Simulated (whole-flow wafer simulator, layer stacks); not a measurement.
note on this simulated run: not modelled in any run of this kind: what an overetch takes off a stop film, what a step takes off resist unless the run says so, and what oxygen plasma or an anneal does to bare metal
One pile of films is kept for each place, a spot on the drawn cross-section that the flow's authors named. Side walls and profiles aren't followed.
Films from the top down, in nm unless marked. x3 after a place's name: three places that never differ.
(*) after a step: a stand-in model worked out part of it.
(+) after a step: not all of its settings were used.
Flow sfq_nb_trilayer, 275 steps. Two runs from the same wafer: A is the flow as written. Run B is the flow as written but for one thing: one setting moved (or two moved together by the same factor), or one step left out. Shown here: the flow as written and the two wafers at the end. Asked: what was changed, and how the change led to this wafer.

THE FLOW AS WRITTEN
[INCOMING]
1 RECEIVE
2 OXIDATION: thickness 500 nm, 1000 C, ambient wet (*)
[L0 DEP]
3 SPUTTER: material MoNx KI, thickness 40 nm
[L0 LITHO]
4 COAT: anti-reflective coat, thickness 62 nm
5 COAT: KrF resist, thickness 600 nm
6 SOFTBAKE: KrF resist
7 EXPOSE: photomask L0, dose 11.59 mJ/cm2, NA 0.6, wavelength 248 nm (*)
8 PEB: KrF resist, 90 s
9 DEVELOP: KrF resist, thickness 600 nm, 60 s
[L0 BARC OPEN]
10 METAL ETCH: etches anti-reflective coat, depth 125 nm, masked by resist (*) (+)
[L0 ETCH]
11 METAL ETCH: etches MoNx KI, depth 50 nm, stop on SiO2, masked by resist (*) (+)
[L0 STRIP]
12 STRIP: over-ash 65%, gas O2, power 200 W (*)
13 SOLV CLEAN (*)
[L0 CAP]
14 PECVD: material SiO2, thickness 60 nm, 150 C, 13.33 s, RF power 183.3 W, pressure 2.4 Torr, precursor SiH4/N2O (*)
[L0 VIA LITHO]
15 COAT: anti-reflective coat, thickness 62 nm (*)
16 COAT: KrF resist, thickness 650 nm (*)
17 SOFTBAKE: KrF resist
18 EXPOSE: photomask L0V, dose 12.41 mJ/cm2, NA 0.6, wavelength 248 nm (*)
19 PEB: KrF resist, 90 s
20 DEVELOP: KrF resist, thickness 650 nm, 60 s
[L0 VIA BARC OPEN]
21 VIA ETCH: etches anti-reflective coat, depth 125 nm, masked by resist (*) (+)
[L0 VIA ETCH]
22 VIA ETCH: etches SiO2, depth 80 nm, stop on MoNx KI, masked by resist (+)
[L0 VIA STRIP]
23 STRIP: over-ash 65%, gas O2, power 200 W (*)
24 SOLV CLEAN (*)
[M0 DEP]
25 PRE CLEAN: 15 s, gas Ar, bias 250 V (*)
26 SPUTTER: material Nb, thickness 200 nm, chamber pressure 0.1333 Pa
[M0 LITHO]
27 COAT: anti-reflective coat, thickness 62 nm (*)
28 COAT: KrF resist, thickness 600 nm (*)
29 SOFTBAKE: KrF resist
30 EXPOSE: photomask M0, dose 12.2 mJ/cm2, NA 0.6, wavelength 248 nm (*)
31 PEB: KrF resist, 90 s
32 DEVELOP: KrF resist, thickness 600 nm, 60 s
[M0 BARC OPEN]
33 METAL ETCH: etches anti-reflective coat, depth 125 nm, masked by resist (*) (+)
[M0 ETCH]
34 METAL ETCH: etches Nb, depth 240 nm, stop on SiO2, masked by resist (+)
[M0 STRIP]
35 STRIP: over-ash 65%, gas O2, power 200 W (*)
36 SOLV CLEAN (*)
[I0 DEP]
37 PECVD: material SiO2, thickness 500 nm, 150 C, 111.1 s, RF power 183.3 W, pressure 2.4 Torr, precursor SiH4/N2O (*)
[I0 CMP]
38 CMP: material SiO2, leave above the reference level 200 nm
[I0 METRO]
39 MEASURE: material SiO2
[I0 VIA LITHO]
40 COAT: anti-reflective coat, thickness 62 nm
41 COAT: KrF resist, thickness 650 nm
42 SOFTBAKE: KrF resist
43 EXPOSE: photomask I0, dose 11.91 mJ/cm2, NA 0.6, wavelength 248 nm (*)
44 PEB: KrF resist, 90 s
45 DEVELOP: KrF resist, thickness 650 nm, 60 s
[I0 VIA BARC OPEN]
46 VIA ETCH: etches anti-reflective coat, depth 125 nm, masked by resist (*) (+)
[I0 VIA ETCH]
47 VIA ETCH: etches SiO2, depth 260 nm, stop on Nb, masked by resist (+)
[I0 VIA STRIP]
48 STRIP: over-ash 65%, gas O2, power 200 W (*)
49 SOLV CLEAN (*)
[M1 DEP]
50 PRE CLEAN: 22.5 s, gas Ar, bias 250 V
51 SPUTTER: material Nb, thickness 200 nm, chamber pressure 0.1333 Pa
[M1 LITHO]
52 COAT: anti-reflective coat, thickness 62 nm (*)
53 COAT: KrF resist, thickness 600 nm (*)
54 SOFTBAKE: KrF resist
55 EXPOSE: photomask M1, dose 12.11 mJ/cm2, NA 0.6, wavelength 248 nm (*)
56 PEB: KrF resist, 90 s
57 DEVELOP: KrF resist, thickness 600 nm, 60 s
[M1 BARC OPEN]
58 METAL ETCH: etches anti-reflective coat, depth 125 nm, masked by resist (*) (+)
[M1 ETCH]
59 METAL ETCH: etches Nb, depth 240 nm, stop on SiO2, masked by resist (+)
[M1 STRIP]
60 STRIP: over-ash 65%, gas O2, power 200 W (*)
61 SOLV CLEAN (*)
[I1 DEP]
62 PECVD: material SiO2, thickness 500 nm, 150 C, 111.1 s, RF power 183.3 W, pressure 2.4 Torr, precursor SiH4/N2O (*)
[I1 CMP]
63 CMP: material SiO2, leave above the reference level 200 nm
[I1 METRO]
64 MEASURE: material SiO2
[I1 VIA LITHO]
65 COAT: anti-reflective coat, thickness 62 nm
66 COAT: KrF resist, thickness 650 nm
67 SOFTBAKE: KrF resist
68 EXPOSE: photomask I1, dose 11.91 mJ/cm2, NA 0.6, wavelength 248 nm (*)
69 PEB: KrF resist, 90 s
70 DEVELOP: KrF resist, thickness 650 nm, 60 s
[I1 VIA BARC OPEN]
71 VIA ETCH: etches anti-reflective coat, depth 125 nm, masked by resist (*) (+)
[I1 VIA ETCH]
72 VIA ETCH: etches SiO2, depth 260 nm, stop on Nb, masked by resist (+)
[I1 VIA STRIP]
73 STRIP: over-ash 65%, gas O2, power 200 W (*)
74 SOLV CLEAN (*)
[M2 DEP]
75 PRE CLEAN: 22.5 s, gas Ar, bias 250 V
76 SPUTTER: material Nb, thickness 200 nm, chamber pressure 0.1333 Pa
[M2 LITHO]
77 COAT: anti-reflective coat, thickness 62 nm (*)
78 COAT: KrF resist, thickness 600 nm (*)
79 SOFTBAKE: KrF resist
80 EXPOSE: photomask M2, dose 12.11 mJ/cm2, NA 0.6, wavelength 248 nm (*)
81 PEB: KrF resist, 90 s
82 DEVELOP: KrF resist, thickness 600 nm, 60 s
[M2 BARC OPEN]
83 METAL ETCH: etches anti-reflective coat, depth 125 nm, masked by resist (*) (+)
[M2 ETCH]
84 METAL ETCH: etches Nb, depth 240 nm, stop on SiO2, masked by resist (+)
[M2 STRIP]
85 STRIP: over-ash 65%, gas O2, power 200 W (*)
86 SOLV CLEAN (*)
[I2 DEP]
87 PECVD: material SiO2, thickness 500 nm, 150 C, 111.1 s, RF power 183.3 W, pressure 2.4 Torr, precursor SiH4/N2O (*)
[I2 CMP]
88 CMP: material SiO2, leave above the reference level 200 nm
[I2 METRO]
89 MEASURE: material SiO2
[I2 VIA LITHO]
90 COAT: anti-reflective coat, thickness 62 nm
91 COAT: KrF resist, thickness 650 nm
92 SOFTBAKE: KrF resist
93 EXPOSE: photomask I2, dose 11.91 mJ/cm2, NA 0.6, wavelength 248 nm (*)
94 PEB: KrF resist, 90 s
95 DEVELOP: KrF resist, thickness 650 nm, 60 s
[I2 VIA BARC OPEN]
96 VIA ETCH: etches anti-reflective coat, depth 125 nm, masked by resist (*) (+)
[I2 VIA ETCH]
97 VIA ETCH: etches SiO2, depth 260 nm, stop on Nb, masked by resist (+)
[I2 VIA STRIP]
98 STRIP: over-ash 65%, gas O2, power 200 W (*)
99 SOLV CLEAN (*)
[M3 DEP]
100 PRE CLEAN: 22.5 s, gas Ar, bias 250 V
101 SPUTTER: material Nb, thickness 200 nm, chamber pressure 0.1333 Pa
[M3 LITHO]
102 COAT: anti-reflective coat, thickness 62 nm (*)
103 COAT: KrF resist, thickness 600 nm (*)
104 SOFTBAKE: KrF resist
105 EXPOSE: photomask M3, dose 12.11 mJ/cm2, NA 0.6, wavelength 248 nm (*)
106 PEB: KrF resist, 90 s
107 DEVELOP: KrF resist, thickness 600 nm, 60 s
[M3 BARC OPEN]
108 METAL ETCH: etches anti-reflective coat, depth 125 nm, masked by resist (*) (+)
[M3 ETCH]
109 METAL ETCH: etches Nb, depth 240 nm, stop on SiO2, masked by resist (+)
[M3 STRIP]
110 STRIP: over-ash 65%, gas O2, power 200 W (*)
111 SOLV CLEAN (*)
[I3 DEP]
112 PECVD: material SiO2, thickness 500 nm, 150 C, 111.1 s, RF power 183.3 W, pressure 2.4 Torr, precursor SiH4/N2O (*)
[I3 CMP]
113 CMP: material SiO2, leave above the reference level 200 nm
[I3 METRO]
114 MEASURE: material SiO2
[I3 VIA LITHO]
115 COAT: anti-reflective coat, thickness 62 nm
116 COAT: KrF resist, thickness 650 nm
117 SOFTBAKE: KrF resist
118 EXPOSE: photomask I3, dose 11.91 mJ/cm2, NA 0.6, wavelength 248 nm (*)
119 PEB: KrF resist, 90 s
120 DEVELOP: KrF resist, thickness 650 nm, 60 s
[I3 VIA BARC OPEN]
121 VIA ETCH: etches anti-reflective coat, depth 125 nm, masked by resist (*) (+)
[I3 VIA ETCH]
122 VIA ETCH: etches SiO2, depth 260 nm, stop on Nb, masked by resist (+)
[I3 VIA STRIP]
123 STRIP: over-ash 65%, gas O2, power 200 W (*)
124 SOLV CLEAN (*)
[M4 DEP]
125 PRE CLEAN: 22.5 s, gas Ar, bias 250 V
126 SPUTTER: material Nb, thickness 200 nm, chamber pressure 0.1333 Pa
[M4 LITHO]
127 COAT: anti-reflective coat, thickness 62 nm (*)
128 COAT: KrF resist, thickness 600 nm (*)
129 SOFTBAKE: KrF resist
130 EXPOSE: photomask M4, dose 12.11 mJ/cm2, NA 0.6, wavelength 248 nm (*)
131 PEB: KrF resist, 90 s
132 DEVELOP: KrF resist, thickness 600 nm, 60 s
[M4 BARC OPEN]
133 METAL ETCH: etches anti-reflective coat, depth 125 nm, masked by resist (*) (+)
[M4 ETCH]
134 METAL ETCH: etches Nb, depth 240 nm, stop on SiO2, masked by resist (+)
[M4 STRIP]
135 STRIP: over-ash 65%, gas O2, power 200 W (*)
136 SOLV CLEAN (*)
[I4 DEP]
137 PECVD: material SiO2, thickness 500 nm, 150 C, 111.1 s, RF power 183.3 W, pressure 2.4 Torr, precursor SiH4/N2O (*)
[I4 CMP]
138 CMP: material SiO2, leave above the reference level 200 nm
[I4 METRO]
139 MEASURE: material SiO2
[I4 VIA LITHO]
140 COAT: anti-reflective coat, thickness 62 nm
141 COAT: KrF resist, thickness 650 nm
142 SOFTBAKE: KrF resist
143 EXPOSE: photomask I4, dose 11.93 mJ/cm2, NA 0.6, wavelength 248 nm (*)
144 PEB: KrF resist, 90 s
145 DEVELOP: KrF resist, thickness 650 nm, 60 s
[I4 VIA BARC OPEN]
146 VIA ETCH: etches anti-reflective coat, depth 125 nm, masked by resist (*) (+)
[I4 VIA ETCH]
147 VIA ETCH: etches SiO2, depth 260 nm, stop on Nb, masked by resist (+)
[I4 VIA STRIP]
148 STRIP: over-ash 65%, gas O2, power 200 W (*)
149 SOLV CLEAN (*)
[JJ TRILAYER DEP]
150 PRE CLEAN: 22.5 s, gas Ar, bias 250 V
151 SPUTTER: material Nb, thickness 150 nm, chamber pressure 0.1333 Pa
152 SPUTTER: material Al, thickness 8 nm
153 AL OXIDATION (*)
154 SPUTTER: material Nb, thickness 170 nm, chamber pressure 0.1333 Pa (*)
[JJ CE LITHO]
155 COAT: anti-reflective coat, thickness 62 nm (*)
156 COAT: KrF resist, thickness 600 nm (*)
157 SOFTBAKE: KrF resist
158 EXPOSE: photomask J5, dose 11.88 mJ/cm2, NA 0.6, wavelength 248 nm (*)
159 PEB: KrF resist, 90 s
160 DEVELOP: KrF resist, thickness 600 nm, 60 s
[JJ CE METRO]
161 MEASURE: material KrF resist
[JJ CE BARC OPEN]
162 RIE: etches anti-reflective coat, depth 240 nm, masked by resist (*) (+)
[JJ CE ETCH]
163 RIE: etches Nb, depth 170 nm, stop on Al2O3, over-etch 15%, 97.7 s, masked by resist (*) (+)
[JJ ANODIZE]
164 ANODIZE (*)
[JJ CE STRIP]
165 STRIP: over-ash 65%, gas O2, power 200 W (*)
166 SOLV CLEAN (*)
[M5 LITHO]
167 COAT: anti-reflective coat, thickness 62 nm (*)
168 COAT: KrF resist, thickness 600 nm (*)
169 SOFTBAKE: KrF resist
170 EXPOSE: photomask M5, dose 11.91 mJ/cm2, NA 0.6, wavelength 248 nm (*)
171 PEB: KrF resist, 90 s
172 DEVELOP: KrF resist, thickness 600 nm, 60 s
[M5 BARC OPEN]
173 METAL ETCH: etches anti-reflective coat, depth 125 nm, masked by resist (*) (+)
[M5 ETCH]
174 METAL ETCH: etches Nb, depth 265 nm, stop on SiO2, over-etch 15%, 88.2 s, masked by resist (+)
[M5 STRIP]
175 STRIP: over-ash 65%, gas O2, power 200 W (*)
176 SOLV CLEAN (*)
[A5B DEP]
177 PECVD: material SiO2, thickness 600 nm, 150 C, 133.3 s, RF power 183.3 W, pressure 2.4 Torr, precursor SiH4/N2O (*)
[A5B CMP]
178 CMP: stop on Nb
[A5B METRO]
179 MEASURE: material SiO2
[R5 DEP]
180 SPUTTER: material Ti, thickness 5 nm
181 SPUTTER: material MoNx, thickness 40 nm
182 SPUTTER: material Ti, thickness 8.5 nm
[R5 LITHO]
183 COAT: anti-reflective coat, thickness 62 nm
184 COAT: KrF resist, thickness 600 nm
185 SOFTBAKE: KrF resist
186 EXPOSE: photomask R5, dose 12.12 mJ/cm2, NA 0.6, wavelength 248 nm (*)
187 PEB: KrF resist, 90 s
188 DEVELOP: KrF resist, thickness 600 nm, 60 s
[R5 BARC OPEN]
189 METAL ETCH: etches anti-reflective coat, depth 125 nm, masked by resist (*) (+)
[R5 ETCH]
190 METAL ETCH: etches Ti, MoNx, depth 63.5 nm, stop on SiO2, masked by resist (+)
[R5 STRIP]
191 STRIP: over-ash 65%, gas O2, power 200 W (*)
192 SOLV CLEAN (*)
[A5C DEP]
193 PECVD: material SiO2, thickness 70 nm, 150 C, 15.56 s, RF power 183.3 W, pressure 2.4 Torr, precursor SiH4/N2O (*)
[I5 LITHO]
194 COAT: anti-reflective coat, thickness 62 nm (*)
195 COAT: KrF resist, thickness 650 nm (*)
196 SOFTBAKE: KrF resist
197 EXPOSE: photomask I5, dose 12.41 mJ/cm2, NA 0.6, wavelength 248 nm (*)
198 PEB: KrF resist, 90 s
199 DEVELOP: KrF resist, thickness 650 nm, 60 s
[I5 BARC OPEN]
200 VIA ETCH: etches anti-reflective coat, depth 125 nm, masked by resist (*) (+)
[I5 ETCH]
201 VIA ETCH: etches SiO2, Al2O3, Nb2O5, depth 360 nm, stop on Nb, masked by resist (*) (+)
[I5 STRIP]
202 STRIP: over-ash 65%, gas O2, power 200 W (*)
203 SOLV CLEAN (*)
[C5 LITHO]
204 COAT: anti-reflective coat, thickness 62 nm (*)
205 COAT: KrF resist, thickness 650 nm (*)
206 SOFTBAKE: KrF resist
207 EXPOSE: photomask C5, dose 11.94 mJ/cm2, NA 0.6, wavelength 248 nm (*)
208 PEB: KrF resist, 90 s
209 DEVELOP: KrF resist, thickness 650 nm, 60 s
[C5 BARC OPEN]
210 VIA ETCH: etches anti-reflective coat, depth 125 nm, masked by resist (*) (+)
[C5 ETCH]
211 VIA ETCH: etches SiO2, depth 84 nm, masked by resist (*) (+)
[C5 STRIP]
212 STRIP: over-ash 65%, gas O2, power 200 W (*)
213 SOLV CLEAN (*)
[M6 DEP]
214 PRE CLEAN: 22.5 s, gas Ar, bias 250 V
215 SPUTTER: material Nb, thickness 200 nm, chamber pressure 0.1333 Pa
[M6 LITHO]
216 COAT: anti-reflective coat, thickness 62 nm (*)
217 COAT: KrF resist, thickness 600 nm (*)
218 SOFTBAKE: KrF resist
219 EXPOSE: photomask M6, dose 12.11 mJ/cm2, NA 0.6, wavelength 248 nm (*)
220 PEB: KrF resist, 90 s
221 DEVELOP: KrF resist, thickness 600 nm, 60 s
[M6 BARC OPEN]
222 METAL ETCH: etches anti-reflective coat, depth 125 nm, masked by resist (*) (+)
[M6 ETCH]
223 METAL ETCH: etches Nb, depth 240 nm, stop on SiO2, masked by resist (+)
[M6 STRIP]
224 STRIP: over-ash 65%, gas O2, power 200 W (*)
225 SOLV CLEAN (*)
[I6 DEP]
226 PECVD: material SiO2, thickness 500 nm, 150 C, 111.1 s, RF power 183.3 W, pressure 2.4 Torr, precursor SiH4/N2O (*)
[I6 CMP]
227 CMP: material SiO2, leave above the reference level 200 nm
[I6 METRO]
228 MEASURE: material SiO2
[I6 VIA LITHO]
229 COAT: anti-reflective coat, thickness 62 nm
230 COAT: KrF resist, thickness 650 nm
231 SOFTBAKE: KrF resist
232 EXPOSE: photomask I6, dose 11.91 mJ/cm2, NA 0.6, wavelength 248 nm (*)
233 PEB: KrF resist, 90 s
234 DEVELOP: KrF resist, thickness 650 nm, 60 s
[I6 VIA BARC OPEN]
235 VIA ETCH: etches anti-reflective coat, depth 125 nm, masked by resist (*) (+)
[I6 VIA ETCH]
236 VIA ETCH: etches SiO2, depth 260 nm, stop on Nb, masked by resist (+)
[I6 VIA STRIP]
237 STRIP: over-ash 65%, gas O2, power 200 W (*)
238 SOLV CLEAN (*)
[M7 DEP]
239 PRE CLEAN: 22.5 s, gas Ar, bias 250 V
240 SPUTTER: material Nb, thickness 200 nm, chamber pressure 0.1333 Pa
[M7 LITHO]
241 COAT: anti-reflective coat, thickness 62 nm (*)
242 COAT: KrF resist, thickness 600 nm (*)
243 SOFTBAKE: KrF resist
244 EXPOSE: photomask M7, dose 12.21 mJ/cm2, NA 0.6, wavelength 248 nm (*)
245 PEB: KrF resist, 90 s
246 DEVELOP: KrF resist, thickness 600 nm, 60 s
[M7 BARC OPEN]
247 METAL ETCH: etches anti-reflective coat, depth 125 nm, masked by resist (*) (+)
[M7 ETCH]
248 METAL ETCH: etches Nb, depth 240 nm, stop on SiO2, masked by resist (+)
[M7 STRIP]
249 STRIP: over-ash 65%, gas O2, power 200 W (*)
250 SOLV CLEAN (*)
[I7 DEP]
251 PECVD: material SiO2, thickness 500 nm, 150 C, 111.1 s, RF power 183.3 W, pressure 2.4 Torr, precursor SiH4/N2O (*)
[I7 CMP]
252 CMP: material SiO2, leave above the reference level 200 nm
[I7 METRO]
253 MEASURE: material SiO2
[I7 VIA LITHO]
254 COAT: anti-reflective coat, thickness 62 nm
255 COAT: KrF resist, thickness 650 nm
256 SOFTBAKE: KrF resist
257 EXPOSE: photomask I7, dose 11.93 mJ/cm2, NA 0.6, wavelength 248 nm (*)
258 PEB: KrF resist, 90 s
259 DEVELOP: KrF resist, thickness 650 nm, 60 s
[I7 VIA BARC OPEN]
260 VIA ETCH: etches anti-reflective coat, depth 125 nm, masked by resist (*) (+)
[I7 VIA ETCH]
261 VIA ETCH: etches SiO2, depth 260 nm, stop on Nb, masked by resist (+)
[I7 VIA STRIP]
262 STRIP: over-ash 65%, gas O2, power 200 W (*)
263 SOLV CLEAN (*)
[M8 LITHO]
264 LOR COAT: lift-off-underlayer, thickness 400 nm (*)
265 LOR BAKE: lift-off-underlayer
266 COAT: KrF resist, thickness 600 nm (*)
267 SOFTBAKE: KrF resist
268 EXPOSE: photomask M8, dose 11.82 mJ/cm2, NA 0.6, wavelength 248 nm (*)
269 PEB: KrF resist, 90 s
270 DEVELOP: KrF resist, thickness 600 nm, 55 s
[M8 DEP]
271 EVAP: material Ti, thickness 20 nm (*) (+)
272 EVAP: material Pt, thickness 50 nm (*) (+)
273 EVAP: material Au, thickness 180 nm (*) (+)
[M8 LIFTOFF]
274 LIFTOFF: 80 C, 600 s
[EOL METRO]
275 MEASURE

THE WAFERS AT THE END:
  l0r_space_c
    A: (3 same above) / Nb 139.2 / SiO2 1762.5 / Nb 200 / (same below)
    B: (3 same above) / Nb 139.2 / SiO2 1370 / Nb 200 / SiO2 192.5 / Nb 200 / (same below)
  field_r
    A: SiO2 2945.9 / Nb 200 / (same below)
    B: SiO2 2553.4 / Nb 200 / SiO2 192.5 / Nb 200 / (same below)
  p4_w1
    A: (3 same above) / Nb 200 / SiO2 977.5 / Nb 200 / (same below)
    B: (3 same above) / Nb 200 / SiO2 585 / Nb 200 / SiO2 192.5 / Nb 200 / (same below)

The cause: step 59, METAL ETCH: etches Nb, depth 240 nm, stop on SiO2, masked by resist (+), was left out.

How the change led to this, step by step:
  60 STRIP: over-ash 65%, gas O2, power 200 W (*)
      wl_j_sl, wl_jj, wl_j_sr and 13 more: A KrF resist -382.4 (all of it), anti-reflective coat -62 (all of it) | B KrF resist -523.6 (all of it), anti-reflective coat -62 (all of it)
      v_sur: A KrF resist -365.9 (all of it), anti-reflective coat -61.1 (all of it) | B KrF resist -507 (all of it), anti-reflective coat -61.1 (all of it)
      (and at 7 more places)
  62 PECVD: material SiO2, thickness 500 nm, 150 C, 111.1 s, RF power 183.3 W, pressure 2.4 Torr, precursor SiH4/N2O (*)
      field_l, be, be_sur and 72 more: A SiO2 +500 | B SiO2 +500 (new film)
      lsp_m, ln_m6, lsp_r, l0_sur, l0v: A SiO2 +494.9 | B SiO2 +500 (new film)
      (and at 2 more places)
  63 CMP: material SiO2, leave above the reference level 200 nm
      field_l, be, be_sur and 72 more: A SiO2 -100 | B SiO2 -300
      lsp_m, ln_m6, lsp_r, l0_sur, l0v: A SiO2 -94.9 | B SiO2 -300
      (and at 2 more places)
Counting metal films that touch as one body, l0r_space_c has 3 bodies (between them, from the top down: SiO2 1370; SiO2 192.5); the flow as written gives 2 bodies (between them, from the top down: SiO2 1762.5).
Counting metal films that touch as one body, field_r has 2 bodies (between them, from the top down: SiO2 192.5); the flow as written gives 1 body.
Counting metal films that touch as one body, p4_w1 has 4 bodies (between them, from the top down: SiO2 192.5; SiO2 585; SiO2 192.5); the flow as written gives 3 bodies (between them, from the top down: SiO2 192.5; SiO2 977.5).
